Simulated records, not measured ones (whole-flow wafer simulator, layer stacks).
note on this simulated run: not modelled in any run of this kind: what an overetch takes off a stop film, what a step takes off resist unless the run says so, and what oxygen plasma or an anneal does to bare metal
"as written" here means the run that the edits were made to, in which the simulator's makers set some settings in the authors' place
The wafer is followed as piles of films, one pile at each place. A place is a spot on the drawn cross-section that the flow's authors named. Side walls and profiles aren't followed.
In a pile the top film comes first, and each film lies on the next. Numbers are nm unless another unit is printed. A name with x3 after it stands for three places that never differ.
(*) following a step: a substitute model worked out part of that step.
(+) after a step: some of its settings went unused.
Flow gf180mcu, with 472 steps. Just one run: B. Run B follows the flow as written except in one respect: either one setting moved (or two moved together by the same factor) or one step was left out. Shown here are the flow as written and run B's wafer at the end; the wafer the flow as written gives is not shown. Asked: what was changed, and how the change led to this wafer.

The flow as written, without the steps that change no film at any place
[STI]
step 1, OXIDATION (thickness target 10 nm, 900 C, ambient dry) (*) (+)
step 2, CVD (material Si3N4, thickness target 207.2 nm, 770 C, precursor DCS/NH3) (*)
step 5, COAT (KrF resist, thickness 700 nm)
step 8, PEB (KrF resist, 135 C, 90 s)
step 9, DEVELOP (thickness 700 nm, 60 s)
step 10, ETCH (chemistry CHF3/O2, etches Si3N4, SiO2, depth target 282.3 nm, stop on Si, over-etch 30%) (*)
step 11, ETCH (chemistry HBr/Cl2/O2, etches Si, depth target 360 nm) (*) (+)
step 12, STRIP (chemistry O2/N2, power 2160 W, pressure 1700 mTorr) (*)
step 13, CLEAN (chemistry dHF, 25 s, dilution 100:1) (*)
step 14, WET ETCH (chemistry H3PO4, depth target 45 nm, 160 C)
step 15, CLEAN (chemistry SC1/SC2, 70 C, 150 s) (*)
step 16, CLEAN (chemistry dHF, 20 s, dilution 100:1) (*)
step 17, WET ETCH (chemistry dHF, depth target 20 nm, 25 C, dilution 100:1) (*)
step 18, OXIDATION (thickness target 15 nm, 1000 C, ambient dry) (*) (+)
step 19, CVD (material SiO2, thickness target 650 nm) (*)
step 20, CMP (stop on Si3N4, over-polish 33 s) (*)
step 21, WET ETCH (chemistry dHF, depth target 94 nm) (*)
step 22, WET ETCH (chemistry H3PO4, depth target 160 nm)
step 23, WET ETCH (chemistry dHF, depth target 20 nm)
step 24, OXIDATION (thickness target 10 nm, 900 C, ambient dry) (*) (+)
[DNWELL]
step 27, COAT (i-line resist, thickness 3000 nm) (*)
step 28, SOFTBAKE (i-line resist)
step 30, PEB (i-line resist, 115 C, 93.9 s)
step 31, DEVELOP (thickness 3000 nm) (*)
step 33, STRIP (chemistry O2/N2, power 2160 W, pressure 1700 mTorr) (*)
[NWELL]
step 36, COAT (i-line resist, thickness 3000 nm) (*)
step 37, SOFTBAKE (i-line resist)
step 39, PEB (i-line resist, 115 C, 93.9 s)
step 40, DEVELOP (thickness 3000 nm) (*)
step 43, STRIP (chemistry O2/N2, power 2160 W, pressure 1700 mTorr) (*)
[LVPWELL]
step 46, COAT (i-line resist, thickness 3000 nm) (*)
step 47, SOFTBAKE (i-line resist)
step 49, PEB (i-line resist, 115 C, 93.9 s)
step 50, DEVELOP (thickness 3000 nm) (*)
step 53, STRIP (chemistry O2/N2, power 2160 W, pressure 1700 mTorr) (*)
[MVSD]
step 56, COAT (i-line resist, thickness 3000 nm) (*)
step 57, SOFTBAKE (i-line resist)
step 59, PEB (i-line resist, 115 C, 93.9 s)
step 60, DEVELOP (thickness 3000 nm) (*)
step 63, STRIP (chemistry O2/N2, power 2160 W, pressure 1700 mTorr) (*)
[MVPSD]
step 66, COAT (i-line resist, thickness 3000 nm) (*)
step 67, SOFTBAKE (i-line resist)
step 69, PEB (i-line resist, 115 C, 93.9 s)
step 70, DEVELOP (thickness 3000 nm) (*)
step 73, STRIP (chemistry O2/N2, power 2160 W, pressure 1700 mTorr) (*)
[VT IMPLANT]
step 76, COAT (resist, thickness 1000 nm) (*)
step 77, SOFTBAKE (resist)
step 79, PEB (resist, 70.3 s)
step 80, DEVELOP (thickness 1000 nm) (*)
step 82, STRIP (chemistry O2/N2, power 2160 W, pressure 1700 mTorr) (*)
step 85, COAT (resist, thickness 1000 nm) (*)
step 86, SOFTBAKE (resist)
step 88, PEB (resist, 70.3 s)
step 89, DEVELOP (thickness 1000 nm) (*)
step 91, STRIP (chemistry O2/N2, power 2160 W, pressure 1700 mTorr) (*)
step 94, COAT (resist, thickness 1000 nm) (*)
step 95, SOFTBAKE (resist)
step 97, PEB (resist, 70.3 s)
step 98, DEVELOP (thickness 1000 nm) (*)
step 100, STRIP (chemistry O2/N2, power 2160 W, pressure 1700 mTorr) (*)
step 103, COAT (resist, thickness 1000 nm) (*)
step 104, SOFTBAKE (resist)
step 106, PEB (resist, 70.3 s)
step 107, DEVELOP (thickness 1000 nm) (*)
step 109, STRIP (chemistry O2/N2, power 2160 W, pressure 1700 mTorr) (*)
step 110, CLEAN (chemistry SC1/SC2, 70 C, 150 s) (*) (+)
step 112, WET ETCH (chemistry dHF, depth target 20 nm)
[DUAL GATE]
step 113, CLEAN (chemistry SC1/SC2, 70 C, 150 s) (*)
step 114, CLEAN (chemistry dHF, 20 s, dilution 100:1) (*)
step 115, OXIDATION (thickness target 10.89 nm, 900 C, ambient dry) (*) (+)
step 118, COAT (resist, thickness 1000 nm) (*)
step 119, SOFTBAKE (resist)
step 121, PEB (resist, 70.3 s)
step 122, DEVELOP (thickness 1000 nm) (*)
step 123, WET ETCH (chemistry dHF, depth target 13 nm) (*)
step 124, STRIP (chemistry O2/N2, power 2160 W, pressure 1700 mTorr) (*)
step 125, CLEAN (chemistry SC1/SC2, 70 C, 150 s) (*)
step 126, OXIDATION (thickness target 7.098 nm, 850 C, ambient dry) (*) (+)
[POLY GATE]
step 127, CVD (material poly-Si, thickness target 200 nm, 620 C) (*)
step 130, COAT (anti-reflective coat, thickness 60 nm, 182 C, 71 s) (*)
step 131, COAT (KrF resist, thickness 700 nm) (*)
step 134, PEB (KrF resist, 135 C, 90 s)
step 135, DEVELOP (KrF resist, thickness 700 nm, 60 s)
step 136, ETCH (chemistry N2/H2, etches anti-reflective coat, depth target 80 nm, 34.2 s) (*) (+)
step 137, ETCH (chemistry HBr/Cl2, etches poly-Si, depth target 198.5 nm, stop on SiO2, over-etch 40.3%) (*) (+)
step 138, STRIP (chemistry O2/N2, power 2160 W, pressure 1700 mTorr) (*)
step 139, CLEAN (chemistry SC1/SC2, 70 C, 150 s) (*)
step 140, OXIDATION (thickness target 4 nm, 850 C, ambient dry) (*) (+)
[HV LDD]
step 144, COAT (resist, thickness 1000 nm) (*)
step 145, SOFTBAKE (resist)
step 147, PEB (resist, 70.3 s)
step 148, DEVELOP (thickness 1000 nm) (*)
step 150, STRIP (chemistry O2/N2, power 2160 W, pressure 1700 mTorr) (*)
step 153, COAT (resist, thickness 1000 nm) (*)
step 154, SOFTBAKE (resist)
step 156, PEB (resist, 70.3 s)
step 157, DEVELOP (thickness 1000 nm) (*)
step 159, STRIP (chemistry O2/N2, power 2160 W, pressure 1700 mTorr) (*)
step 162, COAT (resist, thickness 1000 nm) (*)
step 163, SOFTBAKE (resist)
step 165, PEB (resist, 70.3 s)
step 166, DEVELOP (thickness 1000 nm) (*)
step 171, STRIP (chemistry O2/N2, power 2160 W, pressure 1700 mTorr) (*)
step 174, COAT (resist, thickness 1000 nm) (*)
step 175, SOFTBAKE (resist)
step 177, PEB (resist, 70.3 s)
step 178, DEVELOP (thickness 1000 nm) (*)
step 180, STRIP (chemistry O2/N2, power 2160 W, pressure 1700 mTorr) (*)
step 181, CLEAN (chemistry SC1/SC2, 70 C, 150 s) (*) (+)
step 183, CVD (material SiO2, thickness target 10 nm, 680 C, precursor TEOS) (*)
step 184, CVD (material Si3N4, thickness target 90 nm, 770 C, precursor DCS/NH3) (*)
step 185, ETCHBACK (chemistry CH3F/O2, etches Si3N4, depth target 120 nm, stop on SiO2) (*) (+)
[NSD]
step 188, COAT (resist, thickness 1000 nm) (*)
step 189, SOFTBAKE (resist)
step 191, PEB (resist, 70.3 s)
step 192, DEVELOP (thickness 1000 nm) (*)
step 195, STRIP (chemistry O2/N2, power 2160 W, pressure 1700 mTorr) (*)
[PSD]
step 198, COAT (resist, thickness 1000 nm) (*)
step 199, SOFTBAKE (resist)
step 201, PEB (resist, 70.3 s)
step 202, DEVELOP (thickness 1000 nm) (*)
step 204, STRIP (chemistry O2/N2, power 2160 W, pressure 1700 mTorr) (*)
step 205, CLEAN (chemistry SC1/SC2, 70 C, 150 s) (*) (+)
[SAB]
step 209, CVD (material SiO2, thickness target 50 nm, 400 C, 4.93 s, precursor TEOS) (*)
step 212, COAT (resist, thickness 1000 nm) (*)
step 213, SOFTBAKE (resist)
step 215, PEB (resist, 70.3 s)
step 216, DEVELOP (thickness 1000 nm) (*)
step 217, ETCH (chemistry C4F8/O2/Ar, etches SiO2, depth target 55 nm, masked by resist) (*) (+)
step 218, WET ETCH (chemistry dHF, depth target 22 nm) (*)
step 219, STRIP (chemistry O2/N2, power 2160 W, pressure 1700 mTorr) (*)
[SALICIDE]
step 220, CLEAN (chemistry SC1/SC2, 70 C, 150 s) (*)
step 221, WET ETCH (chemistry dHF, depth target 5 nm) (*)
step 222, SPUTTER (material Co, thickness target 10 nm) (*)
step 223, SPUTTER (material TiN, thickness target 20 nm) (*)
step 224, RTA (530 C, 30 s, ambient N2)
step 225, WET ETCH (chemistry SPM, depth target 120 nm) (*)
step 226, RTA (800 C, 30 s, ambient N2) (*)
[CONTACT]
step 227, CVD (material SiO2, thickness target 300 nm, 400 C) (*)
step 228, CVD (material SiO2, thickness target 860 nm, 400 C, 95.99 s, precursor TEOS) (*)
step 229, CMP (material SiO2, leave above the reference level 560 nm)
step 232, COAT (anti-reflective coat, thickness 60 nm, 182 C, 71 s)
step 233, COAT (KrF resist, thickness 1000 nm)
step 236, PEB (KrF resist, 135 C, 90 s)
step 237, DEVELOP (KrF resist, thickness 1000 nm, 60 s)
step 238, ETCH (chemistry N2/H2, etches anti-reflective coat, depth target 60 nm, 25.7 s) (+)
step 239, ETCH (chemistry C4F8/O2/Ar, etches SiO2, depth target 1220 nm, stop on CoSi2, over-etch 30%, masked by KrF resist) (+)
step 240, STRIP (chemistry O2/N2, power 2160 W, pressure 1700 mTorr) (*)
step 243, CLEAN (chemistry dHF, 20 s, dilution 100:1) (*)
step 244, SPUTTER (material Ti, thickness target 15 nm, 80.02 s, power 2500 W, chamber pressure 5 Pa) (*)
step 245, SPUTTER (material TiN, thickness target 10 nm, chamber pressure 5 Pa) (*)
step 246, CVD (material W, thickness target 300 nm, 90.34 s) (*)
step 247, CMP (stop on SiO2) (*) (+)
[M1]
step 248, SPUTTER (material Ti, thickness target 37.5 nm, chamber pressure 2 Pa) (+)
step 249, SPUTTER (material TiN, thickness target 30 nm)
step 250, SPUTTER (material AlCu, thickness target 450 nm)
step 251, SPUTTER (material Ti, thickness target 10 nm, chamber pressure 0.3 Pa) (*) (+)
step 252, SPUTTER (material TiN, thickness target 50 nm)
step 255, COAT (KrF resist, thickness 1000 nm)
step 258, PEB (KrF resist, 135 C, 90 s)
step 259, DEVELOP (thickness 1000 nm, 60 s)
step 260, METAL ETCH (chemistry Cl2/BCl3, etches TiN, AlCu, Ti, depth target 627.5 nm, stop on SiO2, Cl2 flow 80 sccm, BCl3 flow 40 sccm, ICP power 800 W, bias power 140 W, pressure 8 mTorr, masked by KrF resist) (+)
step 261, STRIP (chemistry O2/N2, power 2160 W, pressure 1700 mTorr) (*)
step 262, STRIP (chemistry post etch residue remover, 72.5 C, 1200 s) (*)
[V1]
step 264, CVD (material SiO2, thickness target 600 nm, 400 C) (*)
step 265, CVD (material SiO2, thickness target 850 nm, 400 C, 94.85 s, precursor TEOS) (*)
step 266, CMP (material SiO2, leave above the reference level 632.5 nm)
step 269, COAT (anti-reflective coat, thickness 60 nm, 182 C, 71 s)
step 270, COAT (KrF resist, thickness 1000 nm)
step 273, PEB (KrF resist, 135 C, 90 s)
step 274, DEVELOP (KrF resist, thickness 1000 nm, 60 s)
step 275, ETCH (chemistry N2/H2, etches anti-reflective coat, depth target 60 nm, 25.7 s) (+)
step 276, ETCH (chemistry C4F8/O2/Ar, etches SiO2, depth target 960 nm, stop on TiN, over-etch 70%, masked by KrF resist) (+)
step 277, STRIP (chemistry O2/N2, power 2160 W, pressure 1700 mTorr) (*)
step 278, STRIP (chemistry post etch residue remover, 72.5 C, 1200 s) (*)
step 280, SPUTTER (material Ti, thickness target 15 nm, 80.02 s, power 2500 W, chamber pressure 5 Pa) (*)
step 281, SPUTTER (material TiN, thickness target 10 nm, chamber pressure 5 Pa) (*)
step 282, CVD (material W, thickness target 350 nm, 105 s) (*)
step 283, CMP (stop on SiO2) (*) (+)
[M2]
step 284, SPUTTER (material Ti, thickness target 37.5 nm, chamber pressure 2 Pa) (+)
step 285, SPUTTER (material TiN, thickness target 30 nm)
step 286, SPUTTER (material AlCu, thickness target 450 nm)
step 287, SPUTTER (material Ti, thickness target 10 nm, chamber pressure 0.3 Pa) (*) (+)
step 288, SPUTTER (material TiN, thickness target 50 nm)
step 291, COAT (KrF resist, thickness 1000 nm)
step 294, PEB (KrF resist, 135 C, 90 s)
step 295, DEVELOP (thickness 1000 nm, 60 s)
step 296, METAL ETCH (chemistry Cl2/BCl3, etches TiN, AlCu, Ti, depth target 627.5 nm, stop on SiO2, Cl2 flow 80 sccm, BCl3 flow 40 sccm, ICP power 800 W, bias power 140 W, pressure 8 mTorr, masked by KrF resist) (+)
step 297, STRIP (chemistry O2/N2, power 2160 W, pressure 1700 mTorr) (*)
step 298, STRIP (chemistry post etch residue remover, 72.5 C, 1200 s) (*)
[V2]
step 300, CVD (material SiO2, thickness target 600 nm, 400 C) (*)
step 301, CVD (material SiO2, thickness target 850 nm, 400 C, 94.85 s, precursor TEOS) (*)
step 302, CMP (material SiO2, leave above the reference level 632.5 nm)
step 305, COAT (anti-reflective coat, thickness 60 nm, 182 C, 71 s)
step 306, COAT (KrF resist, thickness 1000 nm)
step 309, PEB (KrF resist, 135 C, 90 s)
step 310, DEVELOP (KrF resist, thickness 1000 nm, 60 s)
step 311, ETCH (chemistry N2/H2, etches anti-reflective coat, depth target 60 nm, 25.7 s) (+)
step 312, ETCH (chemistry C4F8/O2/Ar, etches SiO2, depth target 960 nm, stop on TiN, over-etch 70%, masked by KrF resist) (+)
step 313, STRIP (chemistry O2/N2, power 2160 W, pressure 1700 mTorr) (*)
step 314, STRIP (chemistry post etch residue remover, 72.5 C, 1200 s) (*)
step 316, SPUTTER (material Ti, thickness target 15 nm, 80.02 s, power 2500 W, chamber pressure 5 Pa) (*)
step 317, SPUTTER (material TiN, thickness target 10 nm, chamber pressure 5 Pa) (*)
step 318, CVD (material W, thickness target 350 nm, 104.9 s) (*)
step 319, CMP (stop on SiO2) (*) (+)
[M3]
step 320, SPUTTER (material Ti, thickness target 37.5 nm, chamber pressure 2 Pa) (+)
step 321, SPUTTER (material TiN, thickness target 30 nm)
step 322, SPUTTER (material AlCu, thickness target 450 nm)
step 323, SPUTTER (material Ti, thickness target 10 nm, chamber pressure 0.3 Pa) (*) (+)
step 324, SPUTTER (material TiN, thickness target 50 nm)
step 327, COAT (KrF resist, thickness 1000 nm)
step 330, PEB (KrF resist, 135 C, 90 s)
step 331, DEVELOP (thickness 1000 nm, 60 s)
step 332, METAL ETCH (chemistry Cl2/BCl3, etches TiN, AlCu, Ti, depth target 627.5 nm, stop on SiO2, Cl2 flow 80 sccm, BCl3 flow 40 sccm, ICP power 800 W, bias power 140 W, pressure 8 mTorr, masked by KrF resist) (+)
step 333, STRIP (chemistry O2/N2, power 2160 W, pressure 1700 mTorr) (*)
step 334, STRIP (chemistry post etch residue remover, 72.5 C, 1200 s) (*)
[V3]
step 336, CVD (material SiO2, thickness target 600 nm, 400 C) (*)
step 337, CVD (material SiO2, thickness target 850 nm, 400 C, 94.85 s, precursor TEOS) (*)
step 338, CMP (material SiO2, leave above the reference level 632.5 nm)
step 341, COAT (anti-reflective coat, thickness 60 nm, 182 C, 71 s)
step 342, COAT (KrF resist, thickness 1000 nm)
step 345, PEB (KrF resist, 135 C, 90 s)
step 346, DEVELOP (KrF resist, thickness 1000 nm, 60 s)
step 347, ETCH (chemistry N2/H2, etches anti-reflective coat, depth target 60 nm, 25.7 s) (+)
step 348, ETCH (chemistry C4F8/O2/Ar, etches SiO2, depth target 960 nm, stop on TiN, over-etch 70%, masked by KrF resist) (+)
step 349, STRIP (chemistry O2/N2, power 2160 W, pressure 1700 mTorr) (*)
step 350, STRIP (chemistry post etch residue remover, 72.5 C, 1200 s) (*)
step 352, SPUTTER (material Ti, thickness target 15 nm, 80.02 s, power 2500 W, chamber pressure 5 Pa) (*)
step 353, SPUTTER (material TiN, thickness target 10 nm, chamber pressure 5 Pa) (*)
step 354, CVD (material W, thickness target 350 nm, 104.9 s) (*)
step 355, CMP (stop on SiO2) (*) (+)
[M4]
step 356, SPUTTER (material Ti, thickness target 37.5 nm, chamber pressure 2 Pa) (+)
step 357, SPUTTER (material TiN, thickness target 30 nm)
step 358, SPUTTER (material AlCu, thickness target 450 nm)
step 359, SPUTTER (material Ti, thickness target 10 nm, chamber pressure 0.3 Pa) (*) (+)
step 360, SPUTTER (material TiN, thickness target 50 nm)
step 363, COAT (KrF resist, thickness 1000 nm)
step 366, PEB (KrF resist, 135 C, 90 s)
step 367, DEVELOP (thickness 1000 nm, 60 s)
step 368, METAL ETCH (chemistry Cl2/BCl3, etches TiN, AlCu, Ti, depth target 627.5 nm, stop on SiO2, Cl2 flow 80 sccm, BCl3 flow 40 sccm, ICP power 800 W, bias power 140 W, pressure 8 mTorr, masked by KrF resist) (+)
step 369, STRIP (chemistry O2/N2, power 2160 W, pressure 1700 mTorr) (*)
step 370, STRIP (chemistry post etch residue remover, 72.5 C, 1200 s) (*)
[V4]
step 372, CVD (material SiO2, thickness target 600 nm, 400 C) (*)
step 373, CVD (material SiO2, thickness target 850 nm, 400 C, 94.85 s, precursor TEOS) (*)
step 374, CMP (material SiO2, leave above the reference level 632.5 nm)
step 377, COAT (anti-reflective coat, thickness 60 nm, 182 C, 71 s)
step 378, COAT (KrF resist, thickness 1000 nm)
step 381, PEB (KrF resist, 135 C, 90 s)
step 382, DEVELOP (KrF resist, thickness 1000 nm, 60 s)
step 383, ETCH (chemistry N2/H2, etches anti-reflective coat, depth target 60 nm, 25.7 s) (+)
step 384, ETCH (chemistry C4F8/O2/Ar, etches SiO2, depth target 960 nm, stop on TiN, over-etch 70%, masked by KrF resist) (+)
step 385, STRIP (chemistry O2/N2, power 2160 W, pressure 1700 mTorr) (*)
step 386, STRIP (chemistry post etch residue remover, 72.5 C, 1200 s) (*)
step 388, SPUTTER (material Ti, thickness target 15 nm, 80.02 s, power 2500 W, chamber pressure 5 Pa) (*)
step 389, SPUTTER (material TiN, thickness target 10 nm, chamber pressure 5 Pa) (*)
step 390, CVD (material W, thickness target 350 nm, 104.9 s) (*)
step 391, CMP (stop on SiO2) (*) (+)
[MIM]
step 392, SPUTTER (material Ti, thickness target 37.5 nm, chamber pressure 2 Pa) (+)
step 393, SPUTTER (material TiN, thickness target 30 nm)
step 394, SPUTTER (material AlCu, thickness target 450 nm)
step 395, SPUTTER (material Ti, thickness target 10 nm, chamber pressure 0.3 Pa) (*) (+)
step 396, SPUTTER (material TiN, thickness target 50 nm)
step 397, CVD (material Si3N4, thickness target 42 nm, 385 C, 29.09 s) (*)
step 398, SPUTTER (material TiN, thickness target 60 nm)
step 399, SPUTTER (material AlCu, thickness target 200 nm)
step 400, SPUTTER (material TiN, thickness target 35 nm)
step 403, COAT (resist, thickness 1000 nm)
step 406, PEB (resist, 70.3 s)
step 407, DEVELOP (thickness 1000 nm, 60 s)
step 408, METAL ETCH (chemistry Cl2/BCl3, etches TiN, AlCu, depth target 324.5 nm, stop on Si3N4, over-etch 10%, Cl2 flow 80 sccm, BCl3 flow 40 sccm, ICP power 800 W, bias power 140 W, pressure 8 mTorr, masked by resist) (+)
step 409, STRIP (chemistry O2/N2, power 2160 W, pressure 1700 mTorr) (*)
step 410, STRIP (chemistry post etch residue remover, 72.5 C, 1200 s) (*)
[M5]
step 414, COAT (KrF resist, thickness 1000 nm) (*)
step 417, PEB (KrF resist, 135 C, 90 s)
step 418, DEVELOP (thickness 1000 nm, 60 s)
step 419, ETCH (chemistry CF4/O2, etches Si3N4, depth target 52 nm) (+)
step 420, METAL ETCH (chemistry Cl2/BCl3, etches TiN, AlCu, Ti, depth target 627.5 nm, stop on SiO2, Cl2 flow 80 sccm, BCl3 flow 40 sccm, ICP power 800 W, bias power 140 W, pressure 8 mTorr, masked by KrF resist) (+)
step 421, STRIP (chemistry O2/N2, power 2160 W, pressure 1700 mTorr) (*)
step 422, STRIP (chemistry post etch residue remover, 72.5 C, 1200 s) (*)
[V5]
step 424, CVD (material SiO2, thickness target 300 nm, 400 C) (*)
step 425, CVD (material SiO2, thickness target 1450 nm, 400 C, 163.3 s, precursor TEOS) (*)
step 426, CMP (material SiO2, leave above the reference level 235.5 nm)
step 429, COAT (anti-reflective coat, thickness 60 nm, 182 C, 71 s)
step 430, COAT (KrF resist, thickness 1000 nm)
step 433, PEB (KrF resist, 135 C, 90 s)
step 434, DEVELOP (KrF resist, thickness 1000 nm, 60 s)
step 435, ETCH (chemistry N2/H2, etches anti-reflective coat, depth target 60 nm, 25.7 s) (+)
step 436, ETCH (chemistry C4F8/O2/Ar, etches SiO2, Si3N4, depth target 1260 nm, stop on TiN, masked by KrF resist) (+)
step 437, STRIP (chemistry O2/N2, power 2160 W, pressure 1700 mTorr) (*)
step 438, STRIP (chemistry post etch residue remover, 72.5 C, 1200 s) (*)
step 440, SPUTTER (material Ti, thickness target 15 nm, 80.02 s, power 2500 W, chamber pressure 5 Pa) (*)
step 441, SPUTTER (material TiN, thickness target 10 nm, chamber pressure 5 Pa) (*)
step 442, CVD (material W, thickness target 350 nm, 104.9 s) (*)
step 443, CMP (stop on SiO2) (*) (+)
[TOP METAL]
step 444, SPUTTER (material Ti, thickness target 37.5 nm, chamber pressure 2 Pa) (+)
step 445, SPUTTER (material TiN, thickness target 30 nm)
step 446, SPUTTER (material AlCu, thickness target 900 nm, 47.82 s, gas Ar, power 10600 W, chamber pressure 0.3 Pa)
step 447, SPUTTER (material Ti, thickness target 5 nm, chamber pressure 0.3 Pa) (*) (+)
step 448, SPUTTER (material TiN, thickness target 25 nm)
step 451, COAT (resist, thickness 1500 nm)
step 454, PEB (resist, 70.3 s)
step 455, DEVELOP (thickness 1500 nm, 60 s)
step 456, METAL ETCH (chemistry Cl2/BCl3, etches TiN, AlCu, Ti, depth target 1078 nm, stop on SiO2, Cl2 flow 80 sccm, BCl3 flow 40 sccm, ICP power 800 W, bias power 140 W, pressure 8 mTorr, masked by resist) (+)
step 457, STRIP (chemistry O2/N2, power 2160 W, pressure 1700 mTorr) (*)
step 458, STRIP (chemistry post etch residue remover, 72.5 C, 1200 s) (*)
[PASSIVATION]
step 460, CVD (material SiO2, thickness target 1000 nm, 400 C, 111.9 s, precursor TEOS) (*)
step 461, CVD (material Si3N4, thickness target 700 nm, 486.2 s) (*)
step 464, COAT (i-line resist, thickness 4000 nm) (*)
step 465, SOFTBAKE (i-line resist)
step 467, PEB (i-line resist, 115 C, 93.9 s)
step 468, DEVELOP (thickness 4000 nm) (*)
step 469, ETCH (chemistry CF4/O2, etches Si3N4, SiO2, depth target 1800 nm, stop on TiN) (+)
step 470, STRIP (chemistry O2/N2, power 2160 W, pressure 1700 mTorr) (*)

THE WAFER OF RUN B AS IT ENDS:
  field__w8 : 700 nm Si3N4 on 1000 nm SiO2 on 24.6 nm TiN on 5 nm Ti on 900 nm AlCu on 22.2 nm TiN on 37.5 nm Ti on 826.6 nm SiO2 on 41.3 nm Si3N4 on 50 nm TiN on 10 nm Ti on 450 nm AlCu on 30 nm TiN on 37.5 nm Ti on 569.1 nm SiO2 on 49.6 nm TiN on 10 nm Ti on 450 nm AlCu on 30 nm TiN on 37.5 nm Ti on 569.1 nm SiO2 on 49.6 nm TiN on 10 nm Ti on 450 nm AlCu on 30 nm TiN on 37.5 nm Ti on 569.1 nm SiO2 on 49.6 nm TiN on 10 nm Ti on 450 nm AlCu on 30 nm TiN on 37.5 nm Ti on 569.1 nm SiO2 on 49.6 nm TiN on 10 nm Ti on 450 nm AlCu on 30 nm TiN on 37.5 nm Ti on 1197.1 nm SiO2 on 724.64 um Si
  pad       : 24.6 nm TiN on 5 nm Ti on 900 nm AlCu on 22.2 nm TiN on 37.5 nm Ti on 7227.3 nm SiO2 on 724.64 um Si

The reason: step 445, SPUTTER: thickness target 22.2 nm was run, though the flow has thickness target 30 nm.
The wafer lets one read it off: field__w8 has TiN 22.2, and step 445 as written asks for 30 nm.

How this came from the change, step by step:
  step 445, SPUTTER (material TiN, thickness target 30 nm)
      field, field__w1, field__w2 and 109 more: +22.2 TiN (new film) (in the flow as written it would be: +30 TiN (new film))
  step 456, METAL ETCH (chemistry Cl2/BCl3, etches TiN, AlCu, Ti, depth target 1078 nm, stop on SiO2, Cl2 flow 80 sccm, BCl3 flow 40 sccm, ICP power 800 W, bias power 140 W, pressure 8 mTorr, masked by resist) (+)
      field, field__w1, field__w2 and 103 more: -25 TiN (all of it), -5 Ti (all of it), -900 AlCu (all of it), -22.2 TiN (all of it), -37.5 Ti (all of it) (in the flow as written it would be: -25 TiN (all of it), -5 Ti (all of it), -900 AlCu (all of it), -30 TiN (all of it), -37.5 Ti (all of it))
